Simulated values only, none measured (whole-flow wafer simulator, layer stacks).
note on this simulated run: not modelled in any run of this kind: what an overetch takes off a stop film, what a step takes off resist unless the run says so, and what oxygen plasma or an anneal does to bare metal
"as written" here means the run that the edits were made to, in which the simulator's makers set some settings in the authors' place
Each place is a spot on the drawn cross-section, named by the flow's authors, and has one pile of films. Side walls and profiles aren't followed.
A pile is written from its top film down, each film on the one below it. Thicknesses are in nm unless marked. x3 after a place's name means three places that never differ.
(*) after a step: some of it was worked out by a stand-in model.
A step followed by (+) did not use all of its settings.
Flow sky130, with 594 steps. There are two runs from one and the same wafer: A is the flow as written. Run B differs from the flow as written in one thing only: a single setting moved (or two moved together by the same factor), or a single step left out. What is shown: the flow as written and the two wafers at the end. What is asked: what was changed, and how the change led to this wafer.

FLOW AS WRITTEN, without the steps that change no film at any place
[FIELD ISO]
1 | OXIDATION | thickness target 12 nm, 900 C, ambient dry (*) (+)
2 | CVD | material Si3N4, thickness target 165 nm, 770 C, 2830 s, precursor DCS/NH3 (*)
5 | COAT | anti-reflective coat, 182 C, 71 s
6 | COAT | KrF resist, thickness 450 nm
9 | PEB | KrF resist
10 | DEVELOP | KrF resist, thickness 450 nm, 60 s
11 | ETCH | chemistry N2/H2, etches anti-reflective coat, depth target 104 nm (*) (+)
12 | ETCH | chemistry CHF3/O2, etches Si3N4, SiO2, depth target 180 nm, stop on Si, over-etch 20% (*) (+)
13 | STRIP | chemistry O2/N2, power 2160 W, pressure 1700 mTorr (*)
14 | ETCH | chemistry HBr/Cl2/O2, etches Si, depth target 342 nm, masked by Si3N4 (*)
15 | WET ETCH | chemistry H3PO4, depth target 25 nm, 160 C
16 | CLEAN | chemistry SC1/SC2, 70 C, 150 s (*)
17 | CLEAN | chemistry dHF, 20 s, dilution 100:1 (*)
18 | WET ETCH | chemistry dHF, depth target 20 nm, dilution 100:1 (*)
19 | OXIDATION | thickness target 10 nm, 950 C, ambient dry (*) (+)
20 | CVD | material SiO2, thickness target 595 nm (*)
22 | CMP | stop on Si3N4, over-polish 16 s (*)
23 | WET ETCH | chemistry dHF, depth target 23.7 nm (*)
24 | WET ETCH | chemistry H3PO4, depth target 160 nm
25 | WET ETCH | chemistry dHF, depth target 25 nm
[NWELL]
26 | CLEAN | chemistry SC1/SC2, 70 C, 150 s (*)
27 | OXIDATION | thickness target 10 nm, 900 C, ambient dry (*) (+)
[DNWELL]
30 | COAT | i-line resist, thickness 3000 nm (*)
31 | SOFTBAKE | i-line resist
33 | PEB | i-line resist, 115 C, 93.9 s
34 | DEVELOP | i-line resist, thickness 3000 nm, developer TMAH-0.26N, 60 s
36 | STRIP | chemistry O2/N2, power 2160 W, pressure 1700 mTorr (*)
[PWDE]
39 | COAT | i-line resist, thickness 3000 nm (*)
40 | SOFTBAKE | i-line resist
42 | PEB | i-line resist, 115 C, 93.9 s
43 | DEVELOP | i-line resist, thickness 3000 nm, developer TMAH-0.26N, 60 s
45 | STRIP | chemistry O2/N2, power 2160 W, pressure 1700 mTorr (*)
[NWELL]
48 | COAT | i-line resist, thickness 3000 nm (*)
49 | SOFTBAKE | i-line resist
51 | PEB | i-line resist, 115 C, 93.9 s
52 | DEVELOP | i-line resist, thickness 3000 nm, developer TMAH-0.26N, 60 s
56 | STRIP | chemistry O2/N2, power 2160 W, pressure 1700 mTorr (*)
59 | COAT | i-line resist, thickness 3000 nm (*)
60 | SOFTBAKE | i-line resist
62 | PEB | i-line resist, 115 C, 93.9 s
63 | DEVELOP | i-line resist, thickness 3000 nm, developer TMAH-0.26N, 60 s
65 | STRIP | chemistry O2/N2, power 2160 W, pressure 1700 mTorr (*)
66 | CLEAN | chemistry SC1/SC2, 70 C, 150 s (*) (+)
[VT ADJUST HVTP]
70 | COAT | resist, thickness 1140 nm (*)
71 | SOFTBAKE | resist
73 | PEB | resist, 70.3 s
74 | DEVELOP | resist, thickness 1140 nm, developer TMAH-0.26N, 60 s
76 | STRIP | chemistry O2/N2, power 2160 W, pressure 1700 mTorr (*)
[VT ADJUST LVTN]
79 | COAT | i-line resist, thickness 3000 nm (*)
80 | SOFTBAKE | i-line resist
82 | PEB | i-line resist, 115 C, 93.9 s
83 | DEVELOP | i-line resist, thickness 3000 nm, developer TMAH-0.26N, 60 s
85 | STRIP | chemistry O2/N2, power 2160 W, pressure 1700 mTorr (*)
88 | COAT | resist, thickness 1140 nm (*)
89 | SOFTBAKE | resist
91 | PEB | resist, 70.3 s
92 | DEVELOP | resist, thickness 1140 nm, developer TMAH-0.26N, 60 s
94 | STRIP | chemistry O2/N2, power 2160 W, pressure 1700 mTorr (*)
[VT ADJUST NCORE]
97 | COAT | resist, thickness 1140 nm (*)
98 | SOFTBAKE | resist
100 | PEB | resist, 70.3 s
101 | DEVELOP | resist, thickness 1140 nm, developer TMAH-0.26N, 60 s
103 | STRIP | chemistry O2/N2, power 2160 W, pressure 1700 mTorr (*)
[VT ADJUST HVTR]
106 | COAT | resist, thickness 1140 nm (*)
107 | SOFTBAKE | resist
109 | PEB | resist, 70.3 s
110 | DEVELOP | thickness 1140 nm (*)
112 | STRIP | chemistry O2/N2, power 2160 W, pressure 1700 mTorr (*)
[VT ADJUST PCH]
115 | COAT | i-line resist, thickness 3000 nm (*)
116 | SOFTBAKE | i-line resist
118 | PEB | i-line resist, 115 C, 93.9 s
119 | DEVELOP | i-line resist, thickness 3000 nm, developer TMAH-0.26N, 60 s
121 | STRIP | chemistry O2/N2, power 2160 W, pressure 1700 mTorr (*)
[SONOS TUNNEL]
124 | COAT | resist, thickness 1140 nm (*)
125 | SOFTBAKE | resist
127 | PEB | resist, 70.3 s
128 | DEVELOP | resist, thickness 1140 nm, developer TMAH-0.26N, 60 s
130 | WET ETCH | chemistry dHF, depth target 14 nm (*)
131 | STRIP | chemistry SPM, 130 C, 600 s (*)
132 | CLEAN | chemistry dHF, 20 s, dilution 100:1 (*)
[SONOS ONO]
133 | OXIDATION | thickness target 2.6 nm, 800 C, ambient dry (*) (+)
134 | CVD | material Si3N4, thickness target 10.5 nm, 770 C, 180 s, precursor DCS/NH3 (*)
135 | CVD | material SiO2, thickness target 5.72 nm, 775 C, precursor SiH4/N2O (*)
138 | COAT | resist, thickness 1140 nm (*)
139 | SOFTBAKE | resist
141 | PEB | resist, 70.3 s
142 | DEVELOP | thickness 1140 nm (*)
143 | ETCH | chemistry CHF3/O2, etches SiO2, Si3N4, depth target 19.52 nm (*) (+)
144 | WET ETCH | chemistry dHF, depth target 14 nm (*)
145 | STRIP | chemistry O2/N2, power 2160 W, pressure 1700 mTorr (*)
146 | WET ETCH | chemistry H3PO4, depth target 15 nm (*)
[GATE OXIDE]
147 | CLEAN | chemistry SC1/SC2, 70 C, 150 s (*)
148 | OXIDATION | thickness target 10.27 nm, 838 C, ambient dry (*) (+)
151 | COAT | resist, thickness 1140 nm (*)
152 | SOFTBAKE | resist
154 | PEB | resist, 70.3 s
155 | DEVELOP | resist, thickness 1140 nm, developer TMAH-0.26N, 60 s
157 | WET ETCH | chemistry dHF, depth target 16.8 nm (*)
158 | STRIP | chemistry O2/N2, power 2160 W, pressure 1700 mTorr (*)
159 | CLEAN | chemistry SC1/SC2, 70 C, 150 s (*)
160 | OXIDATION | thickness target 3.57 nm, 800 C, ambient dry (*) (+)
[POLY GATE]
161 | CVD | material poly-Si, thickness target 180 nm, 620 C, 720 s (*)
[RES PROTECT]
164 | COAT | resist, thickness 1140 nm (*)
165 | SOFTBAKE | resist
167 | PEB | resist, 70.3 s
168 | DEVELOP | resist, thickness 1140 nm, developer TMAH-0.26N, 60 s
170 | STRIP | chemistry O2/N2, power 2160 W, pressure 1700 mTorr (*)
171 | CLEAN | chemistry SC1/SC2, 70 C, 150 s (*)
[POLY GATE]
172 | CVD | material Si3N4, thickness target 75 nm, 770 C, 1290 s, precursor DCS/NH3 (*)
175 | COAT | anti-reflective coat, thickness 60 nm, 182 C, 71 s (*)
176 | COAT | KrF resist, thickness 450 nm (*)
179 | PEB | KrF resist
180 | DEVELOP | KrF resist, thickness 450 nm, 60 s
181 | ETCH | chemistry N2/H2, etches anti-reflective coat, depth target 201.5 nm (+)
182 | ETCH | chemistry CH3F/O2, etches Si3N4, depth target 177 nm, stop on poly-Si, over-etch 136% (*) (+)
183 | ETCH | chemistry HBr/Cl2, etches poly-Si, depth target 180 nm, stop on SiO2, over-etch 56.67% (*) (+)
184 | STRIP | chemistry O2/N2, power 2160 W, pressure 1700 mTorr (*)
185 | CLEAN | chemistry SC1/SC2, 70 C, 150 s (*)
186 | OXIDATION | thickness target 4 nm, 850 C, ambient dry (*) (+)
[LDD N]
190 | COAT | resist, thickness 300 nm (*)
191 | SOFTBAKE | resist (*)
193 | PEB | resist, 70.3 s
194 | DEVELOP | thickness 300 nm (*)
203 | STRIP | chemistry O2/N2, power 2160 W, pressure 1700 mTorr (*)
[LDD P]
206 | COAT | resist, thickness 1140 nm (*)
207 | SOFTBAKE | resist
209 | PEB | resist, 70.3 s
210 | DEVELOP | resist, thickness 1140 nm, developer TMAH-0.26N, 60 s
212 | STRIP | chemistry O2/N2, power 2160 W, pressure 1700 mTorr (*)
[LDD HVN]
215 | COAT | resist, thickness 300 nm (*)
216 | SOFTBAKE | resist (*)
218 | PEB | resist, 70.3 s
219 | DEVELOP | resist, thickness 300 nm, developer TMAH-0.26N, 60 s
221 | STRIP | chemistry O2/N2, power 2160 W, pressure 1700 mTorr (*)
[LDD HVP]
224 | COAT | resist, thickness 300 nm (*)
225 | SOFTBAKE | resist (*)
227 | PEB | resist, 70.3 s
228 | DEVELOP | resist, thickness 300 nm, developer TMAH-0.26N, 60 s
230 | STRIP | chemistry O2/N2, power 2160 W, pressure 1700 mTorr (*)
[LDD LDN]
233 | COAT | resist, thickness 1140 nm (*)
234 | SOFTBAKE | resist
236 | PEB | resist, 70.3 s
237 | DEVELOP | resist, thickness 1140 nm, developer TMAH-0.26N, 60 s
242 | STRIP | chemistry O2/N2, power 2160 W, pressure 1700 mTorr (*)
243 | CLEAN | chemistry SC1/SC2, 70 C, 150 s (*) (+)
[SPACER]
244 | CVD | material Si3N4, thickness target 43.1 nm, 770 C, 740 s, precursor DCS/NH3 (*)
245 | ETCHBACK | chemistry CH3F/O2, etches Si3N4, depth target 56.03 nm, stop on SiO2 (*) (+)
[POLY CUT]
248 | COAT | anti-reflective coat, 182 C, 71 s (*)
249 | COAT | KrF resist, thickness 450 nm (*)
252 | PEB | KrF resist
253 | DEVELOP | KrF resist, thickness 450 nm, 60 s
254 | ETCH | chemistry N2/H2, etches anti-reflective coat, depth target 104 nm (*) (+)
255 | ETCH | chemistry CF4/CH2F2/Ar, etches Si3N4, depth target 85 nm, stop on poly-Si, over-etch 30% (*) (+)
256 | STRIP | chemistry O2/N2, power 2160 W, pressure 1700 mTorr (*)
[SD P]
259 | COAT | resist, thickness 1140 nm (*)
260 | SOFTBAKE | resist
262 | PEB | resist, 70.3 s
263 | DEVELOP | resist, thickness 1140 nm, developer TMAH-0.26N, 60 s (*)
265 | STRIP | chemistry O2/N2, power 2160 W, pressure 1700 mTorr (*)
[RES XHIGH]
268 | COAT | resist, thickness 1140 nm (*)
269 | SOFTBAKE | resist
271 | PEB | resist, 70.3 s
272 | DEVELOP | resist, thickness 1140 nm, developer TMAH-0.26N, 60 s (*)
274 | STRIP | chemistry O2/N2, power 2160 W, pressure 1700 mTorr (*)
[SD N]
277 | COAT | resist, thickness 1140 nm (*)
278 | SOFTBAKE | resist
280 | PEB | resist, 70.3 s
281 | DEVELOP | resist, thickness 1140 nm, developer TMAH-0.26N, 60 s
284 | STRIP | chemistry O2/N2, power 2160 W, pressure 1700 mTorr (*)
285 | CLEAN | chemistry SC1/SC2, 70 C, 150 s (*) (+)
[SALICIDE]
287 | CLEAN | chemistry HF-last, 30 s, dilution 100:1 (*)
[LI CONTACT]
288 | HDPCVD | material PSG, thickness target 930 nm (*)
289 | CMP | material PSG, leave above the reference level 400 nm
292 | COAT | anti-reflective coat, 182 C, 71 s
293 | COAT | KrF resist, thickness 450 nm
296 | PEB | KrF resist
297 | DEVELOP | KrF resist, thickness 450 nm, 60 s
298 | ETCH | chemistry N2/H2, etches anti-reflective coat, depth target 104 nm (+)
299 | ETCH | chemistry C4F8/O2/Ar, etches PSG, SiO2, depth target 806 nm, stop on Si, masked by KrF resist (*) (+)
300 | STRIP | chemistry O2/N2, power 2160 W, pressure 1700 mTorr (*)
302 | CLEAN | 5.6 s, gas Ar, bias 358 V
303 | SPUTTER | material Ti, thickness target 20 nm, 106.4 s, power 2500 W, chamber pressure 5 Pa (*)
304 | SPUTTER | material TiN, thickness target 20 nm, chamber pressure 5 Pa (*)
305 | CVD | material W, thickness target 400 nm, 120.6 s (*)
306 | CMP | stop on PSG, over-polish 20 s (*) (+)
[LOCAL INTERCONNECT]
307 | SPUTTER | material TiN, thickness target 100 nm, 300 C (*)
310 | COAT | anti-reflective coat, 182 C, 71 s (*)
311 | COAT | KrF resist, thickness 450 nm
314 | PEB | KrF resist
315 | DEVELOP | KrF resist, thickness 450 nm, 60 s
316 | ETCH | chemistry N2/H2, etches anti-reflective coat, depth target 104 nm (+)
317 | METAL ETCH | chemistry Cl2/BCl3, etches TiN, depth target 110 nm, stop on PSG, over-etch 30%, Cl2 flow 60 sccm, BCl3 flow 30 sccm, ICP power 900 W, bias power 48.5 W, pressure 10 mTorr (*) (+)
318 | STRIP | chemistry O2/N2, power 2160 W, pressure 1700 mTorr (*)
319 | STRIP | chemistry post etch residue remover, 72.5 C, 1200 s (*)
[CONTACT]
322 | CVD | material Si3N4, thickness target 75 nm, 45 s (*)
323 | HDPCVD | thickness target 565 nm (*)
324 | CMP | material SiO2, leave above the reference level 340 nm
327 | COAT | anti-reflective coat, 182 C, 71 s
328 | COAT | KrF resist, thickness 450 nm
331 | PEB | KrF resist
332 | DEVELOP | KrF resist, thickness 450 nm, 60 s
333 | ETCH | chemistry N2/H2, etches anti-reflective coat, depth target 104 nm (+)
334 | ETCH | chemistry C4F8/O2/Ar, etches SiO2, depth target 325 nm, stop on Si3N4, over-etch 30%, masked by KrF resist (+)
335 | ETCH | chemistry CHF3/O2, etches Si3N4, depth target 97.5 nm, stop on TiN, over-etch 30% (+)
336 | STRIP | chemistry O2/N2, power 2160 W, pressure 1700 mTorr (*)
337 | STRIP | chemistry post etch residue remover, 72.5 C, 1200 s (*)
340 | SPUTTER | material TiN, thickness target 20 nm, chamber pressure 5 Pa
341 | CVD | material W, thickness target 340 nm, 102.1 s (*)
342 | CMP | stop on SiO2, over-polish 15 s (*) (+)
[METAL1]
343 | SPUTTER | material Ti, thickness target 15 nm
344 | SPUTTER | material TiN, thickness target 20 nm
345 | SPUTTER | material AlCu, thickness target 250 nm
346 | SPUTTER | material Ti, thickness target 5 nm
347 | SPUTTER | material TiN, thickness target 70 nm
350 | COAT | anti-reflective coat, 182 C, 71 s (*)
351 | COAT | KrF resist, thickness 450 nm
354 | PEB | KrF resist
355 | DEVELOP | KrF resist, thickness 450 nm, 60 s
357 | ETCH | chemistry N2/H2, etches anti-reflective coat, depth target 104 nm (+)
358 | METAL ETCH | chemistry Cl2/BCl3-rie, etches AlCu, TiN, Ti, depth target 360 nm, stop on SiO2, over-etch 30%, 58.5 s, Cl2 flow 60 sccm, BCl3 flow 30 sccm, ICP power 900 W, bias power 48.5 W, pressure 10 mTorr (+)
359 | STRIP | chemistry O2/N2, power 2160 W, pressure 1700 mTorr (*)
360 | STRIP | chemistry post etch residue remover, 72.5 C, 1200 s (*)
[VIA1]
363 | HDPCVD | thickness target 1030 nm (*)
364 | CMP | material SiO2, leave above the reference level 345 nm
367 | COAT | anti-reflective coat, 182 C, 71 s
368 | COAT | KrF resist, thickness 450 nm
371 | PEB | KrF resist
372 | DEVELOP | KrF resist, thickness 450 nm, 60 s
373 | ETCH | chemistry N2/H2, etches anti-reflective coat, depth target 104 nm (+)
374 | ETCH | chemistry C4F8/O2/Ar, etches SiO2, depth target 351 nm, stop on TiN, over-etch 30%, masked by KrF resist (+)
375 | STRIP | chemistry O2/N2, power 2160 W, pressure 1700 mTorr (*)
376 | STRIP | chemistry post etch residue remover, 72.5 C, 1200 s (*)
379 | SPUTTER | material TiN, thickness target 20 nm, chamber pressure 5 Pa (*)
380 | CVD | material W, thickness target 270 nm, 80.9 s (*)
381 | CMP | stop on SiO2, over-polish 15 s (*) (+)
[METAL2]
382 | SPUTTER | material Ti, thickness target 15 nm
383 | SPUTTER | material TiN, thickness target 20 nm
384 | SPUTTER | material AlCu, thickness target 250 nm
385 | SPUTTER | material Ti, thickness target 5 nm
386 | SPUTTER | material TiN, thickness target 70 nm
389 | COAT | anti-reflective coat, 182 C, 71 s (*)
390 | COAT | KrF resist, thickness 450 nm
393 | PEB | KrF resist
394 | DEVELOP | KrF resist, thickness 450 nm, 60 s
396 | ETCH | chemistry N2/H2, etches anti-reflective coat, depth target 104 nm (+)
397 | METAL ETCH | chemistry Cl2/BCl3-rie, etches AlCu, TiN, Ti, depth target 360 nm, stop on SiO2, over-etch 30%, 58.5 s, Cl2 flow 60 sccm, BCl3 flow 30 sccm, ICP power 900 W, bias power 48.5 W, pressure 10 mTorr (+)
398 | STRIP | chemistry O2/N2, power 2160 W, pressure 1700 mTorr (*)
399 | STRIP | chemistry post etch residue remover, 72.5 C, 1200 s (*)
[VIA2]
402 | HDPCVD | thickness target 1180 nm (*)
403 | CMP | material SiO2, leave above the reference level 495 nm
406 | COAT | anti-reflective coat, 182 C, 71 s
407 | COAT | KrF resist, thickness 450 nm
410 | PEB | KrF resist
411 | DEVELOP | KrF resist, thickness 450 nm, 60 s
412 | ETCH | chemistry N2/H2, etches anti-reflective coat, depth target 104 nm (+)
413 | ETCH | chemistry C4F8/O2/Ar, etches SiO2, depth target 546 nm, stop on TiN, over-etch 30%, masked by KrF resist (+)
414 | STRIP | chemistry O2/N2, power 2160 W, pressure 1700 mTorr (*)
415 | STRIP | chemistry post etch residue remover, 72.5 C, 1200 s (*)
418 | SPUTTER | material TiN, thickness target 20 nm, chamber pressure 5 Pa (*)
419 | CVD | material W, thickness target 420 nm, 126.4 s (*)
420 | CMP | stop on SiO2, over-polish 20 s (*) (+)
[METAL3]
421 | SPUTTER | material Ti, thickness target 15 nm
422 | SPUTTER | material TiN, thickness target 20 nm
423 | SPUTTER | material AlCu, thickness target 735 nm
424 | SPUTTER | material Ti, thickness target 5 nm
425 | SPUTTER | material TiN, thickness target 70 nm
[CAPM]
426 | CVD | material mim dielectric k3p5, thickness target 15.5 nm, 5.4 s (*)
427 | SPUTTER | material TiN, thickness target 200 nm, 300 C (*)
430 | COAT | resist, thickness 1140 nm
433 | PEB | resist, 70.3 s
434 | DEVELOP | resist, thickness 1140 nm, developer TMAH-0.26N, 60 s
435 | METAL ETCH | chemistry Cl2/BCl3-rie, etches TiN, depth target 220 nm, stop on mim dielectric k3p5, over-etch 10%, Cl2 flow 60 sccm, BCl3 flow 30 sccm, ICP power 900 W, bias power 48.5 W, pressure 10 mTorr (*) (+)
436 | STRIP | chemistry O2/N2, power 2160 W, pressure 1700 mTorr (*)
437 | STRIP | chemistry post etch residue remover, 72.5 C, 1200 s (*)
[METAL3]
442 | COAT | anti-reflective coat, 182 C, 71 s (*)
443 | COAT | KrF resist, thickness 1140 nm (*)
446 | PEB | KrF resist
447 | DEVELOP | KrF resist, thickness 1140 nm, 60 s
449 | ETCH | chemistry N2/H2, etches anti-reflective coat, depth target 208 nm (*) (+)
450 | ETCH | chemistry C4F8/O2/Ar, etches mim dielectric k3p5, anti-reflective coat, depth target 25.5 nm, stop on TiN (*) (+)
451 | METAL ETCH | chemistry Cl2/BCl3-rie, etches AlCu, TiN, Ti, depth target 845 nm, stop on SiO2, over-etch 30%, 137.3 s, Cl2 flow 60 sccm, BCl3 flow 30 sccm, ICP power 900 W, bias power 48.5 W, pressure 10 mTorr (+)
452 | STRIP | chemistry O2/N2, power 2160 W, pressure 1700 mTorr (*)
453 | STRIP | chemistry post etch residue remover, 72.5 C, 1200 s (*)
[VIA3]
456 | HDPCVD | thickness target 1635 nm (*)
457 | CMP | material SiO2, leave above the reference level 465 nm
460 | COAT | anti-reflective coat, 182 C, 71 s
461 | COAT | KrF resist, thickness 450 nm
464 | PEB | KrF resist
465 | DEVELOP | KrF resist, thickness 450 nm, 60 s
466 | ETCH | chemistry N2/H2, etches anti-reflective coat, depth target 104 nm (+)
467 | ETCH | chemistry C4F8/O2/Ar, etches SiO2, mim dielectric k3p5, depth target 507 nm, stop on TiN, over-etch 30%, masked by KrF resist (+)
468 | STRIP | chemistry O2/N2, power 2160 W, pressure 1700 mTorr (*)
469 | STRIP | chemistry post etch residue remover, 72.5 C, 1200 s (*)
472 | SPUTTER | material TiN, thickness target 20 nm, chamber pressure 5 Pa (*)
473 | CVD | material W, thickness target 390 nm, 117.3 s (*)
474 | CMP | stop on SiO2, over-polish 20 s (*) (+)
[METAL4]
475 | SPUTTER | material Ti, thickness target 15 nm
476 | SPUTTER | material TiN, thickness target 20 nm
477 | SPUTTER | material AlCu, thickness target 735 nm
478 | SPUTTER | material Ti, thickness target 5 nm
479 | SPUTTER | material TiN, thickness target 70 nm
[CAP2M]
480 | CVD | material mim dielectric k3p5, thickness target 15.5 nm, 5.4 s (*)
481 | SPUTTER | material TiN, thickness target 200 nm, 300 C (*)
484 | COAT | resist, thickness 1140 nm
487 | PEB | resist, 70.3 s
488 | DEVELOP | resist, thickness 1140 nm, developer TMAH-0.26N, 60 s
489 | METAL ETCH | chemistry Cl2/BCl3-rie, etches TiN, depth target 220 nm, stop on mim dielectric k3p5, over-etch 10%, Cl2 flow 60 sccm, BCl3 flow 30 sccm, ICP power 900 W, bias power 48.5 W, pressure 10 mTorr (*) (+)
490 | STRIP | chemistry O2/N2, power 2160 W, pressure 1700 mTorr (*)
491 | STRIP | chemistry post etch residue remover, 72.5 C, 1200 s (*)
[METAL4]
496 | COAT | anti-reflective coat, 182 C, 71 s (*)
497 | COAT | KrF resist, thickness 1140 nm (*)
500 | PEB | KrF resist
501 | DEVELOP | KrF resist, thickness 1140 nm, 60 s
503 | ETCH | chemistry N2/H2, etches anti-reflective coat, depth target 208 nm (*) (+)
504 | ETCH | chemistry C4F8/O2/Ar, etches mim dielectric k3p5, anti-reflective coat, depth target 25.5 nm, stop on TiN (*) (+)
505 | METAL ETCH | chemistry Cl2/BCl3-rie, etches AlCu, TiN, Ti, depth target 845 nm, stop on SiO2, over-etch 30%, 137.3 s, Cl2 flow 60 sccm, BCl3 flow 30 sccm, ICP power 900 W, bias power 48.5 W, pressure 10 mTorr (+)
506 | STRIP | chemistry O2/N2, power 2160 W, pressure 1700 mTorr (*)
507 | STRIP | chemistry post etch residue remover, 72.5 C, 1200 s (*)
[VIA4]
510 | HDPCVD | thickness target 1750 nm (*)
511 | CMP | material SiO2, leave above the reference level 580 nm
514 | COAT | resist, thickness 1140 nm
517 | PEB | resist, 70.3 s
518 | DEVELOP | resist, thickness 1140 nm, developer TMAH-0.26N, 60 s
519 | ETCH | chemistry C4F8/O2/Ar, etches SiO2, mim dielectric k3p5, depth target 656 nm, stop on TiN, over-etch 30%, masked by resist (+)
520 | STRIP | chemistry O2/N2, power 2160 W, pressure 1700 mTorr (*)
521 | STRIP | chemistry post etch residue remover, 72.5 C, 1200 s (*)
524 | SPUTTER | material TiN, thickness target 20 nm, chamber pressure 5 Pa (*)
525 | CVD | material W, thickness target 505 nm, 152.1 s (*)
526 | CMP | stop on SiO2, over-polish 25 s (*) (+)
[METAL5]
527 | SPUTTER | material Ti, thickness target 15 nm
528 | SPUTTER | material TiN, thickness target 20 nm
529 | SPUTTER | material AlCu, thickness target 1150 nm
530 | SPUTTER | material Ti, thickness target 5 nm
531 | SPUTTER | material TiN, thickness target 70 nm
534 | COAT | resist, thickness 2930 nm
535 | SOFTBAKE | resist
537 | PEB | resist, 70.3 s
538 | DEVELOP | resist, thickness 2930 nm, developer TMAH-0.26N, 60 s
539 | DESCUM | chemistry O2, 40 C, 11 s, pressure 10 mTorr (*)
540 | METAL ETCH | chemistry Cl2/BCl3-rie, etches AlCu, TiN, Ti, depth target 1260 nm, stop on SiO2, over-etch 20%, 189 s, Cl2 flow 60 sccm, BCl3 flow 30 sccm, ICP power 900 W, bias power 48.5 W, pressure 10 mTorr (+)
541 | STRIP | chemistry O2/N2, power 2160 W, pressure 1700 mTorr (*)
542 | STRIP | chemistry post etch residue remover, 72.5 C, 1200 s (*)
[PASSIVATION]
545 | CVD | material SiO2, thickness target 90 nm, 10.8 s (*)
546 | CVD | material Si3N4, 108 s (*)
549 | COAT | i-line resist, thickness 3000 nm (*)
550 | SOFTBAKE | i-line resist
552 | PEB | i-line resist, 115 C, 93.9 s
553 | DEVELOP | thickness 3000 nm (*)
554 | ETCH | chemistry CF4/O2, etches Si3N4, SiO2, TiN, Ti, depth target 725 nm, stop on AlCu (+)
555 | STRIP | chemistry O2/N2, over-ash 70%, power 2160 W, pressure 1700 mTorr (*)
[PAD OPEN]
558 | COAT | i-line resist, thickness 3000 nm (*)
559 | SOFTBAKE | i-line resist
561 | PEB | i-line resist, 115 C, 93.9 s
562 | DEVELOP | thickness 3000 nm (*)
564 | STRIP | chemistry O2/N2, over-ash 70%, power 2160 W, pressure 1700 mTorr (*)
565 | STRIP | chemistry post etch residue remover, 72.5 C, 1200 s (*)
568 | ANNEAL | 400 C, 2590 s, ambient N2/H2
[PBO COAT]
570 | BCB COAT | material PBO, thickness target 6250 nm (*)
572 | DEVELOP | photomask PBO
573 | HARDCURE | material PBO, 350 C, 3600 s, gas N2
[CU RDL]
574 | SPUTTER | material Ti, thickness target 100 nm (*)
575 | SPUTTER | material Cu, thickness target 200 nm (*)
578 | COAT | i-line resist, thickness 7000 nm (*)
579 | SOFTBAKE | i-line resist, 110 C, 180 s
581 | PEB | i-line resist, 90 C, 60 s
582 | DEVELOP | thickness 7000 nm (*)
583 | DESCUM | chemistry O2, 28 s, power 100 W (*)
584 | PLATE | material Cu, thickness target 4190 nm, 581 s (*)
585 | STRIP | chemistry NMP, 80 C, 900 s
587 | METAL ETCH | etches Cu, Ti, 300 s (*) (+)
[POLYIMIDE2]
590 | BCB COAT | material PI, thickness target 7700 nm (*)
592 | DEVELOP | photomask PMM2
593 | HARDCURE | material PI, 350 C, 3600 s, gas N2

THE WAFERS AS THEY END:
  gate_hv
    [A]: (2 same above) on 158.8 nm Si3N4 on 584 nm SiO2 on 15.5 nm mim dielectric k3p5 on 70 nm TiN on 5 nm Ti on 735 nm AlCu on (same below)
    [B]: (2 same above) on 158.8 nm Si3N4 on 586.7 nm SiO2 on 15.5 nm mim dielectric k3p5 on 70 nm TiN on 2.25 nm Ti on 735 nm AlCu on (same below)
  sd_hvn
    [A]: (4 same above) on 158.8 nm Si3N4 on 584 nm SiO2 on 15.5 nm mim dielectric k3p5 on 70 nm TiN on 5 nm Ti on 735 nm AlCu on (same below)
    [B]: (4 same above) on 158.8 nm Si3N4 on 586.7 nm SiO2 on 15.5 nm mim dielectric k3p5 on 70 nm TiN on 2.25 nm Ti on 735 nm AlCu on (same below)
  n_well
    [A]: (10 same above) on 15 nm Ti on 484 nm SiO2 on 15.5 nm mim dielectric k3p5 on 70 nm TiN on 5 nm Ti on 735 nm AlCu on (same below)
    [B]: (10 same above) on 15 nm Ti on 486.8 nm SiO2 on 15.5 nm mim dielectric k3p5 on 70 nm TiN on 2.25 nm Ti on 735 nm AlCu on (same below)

Cause: step 478, SPUTTER: thickness target 2.25 nm was run, whereas the flow has thickness target 5 nm.
The wafer itself shows it: gate_hv has Ti 2.25, and step 478 as written asks for 5 nm.

Step by step, how the change led to this:
  478 | SPUTTER | material Ti, thickness target 5 nm
      field, active, n_well and 189 more: A +5 Ti (new film) | B +2.25 Ti (new film)
  505 | METAL ETCH | chemistry Cl2/BCl3-rie, etches AlCu, TiN, Ti, depth target 845 nm, stop on SiO2, over-etch 30%, 137.3 s, Cl2 flow 60 sccm, BCl3 flow 30 sccm, ICP power 900 W, bias power 48.5 W, pressure 10 mTorr (+)
      field, gate, spacer and 68 more: A -70 TiN (all of it), -5 Ti (all of it), -735 AlCu (all of it), -20 TiN (all of it), -15 Ti (all of it), -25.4 SiO2 | B -70 TiN (all of it), -2.25 Ti (all of it), -735 AlCu (all of it), -20 TiN (all of it), -15 Ti (all of it), -25.6 SiO2
      active, vpp_iso1, mim_edge_plate and 14 more: A -70 TiN (all of it), -5 Ti (all of it), -735 AlCu (all of it), -20 TiN (all of it), -15 Ti (all of it), -25.3 SiO2 | B -70 TiN (all of it), -2.25 Ti (all of it), -735 AlCu (all of it), -20 TiN (all of it), -15 Ti (all of it), -25.6 SiO2
